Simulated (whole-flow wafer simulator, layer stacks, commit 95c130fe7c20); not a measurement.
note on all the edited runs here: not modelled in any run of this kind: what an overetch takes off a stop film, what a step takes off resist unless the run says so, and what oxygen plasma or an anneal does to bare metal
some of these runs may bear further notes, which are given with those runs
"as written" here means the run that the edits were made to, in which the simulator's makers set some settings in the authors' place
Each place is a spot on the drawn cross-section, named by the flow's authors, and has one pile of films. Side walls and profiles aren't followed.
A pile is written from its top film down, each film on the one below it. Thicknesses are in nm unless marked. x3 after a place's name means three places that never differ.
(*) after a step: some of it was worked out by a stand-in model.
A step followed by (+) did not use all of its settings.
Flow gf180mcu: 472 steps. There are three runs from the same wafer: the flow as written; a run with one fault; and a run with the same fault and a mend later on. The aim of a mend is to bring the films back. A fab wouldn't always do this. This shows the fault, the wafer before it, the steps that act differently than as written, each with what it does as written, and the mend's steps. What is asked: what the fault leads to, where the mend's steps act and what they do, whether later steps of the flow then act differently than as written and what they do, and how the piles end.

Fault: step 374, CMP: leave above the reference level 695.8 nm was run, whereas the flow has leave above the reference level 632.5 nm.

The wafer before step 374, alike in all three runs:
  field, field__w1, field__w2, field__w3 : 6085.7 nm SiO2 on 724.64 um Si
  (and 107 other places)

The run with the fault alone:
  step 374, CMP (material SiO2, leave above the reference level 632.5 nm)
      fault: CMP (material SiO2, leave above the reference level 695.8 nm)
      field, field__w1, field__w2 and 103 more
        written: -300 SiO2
        fault: -236.7 SiO2
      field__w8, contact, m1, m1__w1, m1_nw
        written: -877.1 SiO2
        fault: -813.8 SiO2
  Later steps of the flow acting differently than as written (not shown: 2 more steps that differ only slightly, by at most 2% or 0.5 nm, whichever is larger):
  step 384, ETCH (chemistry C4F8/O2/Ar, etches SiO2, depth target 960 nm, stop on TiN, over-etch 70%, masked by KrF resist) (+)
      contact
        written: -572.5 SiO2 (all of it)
        fault: -635.8 SiO2 (all of it)
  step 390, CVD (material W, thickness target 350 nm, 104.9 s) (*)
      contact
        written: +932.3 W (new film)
        fault: +996.2 W (new film)
  The piles end different from the flow's at field__w8, contact, m1, m1__w1, m1_nw by more than 2% or 0.5 nm, whichever is larger.
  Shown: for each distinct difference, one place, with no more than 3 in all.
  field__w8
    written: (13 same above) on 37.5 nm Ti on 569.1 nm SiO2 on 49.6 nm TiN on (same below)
    fault: (13 same above) on 37.5 nm Ti on 632.4 nm SiO2 on 49.6 nm TiN on (same below)
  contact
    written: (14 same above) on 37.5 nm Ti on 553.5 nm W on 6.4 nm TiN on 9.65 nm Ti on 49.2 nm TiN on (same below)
    fault: (14 same above) on 37.5 nm Ti on 617.4 nm W on 6.17 nm TiN on 9.3 nm Ti on 49.2 nm TiN on (same below)

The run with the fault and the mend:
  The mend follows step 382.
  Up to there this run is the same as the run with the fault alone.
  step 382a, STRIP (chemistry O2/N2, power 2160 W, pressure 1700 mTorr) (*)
      field, field__w1, field__w2 and 107 more
        -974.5 KrF resist (all of it), -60 anti-reflective coat (all of it)
      contact
        -60 anti-reflective coat (all of it)
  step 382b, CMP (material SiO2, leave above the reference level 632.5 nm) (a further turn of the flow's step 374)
      field, field__w1, field__w2 and 108 more
        -63.3 SiO2
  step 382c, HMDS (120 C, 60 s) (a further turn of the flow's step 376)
      does not change any film at any place that is followed
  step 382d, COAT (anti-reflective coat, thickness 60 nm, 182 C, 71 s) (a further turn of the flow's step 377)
      field, field__w1, field__w2 and 108 more
        +60 anti-reflective coat (new film)
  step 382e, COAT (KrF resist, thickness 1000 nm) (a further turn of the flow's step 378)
      field, field__w1, field__w2 and 108 more
        +1000 KrF resist (new film)
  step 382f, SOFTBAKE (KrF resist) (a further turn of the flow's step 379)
      does not change any film at any place that is followed
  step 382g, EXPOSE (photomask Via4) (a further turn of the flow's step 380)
      does not change any film at any place that is followed
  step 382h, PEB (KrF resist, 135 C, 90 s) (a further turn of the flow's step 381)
      field, field__w1, field__w2 and 108 more
        -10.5 KrF resist
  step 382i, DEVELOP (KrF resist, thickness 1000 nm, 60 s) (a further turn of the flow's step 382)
      field, field__w1, field__w2 and 107 more
        -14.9 KrF resist
      contact
        -989.5 KrF resist (all of it)
  Every later step of the flow that is run acts as written at every place that is followed.
  By the end, the piles equal the flow's at every place that both follow.
